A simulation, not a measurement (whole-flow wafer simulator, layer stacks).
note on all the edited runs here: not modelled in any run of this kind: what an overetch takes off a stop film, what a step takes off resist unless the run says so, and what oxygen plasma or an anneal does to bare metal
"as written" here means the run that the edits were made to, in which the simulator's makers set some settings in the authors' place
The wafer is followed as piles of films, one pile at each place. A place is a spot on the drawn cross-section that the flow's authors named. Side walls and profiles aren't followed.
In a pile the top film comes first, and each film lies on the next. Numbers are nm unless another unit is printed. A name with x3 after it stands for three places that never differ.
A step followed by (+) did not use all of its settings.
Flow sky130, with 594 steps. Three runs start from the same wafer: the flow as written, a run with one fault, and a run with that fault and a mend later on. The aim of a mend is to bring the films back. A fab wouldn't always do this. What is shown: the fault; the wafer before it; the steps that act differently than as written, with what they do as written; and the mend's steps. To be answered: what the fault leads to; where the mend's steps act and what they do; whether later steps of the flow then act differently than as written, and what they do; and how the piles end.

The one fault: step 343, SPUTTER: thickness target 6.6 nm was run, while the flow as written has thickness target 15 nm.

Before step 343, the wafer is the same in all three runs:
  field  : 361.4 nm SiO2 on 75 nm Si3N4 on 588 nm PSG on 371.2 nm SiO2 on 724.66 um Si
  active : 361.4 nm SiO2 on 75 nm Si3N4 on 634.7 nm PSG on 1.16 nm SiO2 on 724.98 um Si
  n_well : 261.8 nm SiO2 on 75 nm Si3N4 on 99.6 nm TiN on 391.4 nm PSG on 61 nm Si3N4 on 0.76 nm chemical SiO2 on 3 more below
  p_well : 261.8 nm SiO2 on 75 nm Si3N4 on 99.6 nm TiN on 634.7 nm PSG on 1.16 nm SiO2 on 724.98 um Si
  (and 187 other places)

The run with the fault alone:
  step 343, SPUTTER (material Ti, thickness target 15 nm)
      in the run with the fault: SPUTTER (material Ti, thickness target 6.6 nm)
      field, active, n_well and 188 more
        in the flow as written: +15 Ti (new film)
        in the run with the fault: +6.6 Ti (new film)
  Steps later in the flow that act otherwise than as written (11 more steps, not shown, differ only slightly: by at most 2% or 0.5 nm, whichever is larger):
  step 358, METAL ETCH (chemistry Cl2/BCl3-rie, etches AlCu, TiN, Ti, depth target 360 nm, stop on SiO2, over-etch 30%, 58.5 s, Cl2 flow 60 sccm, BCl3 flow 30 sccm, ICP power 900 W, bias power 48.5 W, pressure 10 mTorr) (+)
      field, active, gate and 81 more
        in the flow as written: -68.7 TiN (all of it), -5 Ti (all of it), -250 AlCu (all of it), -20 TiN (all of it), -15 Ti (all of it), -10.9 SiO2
        in the run with the fault: -68.7 TiN (all of it), -5 Ti (all of it), -250 AlCu (all of it), -20 TiN (all of it), -6.6 Ti (all of it), -11.8 SiO2
  At n_well, p_well, gate_hv and 104 more, the piles at the end differ from the flow's by more than 2% or 0.5 nm, whichever is larger.
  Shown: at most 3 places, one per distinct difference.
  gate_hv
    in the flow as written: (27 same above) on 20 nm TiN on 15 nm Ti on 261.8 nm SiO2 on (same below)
    in the run with the fault: (27 same above) on 20 nm TiN on 6.6 nm Ti on 261.8 nm SiO2 on (same below)
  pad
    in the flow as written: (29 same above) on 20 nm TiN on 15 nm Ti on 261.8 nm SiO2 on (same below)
    in the run with the fault: (29 same above) on 20 nm TiN on 6.6 nm Ti on 261.8 nm SiO2 on (same below)
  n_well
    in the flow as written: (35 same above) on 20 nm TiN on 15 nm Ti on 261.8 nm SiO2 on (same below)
    in the run with the fault: (35 same above) on 20 nm TiN on 6.6 nm Ti on 261.8 nm SiO2 on (same below)

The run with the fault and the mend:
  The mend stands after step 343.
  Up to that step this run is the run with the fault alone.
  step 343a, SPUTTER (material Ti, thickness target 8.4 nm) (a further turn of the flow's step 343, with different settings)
      field, active, n_well and 188 more
        +8.4 Ti
  Later steps of the flow that are run all act as written at every place that is followed.
  The piles end the same as the flow's at every place that both follow.
